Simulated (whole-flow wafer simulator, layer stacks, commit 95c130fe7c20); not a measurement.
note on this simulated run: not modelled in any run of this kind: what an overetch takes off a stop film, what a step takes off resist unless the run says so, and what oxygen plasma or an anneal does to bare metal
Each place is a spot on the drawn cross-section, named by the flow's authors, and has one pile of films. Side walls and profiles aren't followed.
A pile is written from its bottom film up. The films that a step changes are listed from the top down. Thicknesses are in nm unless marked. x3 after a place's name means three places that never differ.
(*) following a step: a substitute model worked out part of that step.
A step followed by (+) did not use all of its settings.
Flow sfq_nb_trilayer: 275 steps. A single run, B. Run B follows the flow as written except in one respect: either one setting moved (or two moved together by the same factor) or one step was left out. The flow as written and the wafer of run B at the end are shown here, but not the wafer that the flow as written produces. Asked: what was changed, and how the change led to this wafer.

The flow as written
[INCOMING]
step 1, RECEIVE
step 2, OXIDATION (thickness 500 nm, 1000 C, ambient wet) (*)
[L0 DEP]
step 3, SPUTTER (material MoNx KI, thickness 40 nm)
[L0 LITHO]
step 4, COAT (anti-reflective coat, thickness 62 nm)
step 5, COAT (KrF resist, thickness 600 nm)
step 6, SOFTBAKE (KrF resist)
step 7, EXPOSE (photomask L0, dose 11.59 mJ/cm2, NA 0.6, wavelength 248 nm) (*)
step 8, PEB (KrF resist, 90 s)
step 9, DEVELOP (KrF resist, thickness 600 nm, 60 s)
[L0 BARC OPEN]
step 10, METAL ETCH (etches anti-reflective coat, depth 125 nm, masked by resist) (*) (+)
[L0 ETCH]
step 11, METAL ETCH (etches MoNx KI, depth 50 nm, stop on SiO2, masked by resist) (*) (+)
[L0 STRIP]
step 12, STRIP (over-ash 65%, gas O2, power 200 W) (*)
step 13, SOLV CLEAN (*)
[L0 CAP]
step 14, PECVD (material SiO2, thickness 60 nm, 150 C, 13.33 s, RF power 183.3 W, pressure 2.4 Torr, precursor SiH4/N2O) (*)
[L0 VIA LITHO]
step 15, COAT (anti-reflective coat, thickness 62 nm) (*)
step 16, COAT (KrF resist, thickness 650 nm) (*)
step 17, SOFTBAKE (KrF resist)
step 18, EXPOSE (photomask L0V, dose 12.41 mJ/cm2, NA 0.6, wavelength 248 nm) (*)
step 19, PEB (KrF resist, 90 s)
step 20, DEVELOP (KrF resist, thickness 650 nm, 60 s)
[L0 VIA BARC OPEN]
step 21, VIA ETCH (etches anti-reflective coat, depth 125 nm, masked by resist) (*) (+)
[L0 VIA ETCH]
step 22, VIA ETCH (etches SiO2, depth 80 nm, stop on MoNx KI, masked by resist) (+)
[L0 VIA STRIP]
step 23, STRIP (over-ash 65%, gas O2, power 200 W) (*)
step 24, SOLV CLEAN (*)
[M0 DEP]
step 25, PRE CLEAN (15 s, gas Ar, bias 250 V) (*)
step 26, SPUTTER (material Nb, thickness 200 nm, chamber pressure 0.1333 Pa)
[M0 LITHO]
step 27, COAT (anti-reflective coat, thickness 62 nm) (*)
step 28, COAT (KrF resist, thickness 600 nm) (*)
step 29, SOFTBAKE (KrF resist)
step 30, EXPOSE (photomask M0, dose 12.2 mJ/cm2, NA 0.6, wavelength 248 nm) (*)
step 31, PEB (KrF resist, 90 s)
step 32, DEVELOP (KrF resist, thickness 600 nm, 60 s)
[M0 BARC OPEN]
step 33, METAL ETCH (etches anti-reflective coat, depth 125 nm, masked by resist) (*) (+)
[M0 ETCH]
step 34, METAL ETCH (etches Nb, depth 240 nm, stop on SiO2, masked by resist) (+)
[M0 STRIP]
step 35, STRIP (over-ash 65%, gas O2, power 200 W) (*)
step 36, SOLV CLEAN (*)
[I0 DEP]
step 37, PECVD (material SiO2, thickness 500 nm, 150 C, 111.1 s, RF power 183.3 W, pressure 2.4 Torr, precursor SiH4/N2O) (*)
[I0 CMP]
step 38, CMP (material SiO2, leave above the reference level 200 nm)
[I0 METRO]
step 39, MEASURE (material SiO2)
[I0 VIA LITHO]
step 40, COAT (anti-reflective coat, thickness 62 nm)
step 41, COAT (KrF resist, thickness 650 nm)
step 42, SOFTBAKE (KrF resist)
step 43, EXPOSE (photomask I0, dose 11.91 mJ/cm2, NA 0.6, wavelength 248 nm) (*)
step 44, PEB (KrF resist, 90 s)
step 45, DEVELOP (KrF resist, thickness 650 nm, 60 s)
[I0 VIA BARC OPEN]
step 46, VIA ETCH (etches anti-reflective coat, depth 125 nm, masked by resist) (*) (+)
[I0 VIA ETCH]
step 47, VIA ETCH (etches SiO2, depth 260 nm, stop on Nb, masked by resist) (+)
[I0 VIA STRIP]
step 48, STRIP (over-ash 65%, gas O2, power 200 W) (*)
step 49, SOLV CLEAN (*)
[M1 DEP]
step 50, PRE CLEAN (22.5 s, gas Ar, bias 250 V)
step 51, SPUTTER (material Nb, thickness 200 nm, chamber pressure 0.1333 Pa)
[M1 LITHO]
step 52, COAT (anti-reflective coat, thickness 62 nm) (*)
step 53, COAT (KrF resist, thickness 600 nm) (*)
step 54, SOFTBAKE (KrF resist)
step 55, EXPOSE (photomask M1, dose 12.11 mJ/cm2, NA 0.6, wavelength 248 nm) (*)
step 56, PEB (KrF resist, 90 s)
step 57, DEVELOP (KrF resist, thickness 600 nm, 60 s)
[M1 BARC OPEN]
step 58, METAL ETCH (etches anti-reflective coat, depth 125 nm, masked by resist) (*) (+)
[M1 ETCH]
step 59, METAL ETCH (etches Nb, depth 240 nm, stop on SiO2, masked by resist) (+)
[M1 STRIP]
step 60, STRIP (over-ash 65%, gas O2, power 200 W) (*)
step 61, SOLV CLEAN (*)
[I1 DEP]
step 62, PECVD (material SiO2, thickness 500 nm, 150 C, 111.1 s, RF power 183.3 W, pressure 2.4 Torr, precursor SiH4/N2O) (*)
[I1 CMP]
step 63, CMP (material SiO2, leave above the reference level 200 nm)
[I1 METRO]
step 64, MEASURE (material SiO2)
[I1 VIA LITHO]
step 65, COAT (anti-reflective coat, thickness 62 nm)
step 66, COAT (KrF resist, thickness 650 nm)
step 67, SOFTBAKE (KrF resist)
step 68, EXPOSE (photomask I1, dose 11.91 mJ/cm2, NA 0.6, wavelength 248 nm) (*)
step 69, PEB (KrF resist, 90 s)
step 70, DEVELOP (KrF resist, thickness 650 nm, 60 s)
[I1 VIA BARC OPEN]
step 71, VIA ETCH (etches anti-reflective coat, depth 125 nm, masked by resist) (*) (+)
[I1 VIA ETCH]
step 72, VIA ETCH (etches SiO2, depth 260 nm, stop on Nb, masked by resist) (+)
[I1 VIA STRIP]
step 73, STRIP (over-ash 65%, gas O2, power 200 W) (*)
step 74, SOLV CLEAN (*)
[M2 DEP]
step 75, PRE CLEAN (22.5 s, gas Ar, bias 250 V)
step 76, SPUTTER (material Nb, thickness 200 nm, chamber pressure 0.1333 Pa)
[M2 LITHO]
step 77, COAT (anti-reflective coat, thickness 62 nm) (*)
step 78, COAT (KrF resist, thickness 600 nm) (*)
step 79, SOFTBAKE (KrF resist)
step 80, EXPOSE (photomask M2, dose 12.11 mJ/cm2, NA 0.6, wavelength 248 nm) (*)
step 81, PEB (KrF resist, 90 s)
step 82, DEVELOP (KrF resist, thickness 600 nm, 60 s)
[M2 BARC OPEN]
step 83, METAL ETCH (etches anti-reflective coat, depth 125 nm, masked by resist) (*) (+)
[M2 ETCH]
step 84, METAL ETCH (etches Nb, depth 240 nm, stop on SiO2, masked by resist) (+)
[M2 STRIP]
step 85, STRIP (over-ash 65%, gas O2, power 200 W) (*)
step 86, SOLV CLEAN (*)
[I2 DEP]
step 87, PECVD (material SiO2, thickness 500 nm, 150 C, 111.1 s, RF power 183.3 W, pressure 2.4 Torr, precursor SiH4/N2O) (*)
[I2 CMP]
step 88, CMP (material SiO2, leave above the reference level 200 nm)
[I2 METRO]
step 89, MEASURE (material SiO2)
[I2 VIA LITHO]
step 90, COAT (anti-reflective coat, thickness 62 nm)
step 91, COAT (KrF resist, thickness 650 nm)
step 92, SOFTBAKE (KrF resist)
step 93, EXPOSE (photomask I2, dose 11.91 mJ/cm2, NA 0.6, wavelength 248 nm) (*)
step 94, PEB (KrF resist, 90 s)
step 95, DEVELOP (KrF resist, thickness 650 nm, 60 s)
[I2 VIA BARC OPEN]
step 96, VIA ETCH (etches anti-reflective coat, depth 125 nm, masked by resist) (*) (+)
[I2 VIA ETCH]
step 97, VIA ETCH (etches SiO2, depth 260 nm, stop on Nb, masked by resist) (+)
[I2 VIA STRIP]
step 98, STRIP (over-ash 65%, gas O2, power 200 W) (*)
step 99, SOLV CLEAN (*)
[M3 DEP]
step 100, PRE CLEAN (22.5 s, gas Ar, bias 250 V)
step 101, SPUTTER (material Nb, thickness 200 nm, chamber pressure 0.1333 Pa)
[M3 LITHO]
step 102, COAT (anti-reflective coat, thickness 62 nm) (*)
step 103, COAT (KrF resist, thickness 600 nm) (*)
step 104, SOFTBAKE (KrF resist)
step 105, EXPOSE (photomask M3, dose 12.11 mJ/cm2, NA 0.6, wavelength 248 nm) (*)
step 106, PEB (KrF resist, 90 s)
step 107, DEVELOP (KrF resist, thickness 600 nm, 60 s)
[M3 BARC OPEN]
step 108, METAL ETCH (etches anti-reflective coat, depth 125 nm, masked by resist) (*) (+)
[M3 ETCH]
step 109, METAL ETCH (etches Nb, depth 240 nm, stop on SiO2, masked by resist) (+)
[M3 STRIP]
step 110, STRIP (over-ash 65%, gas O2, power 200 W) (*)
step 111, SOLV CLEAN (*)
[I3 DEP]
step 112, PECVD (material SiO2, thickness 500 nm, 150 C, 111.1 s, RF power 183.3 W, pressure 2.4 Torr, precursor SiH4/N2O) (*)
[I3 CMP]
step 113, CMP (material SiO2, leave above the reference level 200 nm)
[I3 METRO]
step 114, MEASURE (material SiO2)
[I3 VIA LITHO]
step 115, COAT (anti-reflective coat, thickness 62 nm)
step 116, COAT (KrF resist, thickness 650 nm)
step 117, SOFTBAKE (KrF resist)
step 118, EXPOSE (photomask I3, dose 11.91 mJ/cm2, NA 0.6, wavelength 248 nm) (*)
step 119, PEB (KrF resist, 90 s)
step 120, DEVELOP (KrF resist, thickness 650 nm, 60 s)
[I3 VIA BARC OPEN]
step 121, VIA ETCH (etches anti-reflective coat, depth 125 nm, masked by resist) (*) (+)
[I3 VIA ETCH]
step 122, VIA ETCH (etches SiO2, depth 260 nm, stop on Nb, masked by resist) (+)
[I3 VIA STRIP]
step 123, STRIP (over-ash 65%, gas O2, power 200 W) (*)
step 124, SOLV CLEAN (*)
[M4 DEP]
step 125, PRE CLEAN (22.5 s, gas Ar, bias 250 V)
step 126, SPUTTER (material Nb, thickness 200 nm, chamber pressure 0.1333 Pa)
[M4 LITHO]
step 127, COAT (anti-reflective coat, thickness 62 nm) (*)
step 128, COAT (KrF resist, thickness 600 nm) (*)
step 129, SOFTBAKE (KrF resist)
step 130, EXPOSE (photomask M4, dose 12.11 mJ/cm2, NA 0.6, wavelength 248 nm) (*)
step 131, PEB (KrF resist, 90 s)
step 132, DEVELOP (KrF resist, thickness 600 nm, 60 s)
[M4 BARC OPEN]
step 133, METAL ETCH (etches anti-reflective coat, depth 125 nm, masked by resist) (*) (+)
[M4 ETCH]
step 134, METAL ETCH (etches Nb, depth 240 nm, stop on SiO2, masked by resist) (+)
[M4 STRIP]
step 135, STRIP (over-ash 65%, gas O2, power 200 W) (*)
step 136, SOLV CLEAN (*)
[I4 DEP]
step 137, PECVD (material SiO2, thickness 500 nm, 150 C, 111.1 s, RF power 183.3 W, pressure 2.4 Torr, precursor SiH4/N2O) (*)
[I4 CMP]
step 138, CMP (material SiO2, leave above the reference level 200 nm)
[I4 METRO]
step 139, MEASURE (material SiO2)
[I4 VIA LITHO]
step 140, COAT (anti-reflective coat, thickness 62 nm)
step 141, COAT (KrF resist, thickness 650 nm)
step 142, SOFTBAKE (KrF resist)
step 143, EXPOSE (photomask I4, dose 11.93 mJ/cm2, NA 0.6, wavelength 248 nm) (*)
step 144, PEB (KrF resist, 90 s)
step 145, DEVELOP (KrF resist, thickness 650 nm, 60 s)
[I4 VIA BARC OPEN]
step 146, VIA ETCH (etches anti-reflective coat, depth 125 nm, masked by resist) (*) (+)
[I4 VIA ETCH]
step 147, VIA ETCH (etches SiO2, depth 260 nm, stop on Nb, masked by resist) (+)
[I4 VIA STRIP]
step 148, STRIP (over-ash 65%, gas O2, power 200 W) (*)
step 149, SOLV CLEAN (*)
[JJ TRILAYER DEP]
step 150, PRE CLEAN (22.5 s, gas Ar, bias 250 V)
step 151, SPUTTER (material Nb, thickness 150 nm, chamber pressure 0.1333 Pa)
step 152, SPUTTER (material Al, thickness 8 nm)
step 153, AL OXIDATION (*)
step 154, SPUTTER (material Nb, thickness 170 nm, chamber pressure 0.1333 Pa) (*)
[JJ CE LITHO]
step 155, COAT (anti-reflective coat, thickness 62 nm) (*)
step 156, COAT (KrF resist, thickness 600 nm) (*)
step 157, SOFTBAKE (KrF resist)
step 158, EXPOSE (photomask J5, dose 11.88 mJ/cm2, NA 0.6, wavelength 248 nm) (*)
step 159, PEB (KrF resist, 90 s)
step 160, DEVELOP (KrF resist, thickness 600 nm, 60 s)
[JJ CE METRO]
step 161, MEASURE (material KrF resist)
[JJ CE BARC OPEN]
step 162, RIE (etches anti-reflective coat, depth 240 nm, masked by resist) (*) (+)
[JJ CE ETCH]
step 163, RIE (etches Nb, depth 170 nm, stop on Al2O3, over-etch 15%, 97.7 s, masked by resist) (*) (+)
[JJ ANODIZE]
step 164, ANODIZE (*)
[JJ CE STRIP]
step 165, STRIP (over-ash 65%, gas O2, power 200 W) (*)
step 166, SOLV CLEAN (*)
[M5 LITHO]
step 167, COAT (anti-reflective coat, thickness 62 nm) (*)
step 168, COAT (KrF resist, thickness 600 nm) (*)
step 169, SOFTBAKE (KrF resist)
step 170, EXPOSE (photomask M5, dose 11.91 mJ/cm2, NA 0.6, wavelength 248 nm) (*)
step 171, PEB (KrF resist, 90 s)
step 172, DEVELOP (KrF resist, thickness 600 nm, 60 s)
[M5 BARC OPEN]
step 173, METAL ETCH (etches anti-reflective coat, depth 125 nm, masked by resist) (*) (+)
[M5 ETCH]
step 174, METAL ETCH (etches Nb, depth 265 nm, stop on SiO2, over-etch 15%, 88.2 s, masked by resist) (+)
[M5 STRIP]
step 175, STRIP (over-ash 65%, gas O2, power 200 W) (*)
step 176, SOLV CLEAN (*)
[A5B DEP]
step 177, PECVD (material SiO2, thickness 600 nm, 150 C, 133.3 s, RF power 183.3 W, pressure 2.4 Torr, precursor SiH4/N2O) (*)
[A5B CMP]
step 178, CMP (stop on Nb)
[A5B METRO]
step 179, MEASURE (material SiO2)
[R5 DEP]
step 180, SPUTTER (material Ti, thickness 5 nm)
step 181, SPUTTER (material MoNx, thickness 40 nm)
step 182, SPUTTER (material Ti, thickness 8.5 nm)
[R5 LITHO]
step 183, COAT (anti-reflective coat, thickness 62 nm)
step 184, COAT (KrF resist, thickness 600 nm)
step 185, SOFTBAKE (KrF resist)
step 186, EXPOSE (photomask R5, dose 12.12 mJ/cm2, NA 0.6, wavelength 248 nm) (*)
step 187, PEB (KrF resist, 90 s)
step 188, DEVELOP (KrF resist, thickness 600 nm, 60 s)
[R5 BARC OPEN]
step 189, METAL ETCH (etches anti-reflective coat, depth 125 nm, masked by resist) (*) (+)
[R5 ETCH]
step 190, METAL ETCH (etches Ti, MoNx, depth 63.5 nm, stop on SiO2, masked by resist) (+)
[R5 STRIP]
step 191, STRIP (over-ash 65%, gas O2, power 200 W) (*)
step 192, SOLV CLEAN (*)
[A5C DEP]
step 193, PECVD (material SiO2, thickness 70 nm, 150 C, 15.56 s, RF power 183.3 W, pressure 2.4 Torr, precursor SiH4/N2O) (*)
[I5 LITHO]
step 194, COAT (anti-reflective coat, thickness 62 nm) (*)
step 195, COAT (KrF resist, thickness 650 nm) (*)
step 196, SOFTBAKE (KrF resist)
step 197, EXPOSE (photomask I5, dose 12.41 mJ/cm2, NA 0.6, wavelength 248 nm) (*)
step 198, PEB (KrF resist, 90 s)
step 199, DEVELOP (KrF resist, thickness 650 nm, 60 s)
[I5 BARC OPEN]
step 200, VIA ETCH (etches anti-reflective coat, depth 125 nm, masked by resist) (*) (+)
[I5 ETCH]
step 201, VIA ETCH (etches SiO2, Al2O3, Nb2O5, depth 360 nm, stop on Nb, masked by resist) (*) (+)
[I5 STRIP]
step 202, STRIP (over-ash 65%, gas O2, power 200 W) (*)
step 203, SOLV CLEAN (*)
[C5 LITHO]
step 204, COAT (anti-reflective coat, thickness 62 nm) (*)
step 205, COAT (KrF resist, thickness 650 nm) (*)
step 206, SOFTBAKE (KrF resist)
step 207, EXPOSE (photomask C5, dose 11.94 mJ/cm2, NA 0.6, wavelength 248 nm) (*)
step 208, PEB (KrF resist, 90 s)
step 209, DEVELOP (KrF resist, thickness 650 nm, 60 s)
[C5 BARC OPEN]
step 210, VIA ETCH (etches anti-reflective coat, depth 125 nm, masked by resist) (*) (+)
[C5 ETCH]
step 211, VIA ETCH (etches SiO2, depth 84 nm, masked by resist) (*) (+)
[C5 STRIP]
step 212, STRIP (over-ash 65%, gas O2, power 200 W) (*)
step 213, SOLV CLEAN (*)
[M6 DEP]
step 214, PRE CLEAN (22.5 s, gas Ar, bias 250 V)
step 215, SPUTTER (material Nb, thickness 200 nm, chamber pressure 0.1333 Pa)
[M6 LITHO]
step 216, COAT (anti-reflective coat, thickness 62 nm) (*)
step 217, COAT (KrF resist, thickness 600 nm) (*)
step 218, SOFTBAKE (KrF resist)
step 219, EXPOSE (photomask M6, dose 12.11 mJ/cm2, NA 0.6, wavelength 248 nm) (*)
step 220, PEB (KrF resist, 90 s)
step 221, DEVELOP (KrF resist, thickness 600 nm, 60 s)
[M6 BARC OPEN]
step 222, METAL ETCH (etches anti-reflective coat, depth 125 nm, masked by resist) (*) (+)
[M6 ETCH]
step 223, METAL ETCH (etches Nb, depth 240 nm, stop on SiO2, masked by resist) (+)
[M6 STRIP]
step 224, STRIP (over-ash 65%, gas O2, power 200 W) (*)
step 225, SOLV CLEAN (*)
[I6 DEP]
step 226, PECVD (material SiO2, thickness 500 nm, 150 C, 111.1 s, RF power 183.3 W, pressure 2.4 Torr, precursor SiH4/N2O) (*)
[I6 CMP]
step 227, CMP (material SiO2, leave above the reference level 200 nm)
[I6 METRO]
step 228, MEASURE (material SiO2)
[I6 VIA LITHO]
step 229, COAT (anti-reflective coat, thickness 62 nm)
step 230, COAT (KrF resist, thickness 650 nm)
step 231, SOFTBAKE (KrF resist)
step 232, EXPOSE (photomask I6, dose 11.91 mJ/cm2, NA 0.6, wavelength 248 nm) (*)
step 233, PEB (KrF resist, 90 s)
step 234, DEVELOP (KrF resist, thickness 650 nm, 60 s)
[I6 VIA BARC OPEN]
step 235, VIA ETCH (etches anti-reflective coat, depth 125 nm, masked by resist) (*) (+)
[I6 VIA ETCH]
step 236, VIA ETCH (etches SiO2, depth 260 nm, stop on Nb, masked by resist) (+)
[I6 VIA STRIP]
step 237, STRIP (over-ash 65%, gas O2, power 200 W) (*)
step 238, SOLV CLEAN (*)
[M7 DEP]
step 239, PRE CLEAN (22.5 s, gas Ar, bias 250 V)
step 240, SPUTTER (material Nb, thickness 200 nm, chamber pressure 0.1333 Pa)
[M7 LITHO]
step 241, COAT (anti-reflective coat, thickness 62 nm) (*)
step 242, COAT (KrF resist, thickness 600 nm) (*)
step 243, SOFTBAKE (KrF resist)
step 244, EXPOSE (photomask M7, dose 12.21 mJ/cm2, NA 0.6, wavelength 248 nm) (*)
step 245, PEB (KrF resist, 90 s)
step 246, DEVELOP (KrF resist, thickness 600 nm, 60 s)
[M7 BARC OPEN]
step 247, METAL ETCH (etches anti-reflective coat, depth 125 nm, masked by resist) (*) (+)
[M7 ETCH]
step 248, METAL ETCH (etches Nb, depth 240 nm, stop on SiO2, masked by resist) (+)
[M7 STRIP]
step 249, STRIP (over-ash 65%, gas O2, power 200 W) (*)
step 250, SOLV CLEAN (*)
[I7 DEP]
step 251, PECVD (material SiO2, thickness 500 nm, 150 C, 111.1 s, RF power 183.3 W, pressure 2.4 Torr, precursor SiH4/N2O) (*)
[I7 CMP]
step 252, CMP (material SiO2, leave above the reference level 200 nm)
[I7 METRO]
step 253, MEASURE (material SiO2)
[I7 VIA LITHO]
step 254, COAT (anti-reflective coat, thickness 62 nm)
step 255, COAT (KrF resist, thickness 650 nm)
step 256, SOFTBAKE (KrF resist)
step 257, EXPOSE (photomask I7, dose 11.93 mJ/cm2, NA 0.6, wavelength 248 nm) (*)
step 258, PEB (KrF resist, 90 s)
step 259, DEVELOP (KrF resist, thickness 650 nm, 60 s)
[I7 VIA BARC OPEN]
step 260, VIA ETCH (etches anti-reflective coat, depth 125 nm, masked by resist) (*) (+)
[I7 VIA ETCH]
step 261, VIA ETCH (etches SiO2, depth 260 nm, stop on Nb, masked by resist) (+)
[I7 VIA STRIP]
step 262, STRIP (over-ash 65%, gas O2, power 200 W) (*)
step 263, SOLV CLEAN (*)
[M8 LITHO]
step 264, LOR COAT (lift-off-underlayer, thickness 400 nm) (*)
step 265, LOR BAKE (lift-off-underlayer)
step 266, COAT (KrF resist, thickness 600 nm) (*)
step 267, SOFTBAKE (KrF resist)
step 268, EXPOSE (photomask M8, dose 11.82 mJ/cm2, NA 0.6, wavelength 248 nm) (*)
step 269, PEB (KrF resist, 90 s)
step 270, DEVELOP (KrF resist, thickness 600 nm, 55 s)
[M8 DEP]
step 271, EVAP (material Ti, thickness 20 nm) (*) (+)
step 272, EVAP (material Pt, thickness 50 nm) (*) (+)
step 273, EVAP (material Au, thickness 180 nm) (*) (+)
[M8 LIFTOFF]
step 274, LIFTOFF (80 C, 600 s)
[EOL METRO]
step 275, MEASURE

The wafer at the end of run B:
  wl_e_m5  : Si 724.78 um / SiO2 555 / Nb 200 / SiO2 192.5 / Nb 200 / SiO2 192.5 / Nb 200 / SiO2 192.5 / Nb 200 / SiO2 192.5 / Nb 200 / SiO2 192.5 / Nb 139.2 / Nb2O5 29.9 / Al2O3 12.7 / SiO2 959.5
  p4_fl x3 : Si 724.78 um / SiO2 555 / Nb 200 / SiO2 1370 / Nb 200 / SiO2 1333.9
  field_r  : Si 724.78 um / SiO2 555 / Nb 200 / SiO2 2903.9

Cause: step 215, SPUTTER: thickness 158 nm was run, while the flow as written has thickness 200 nm.

How this came from the change, step by step:
  step 215, SPUTTER (material Nb, thickness 200 nm, chamber pressure 0.1333 Pa)
      field_l, v_sur, via_wl and 100 more: +158 Nb (new film) (in the flow as written it would be: +200 Nb (new film))
      be: +116.7 Nb (in the flow as written it would be: +147.3 Nb)
      (also at 2 further places)
  step 216, COAT (anti-reflective coat, thickness 62 nm) (*)
      be: +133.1 anti-reflective coat (new film) (in the flow as written it would be: +136.7 anti-reflective coat (new film))
  step 223, METAL ETCH (etches Nb, depth 240 nm, stop on SiO2, masked by resist) (+)
      field_l, gap, moat and 76 more: -158 Nb (all of it) (in the flow as written it would be: -200 Nb (all of it))
  step 224, STRIP (over-ash 65%, gas O2, power 200 W) (*)
      be: -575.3 KrF resist (all of it), -133.1 anti-reflective coat (all of it) (in the flow as written it would be: -575.8 KrF resist (all of it), -136.7 anti-reflective coat (all of it))
  step 226, PECVD (material SiO2, thickness 500 nm, 150 C, 111.1 s, RF power 183.3 W, pressure 2.4 Torr, precursor SiH4/N2O) (*)
      gap, wl_a_sl, m6r_space_l x2: +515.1 SiO2 (in the flow as written it would be: +557.1 SiO2)
      be: +677.7 SiO2 (new film) (in the flow as written it would be: +693.5 SiO2 (new film))
  step 227, CMP (material SiO2, leave above the reference level 200 nm)
      field_l, p4_fl x3, p4_w1 x9 and 49 more: -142 SiO2 (in the flow as written it would be: -100 SiO2)
      moat, field_r, lsp_l, ln_m5, lsp_m: -136.9 SiO2 (in the flow as written it would be: -93.6 SiO2)
      (also at 9 further places)
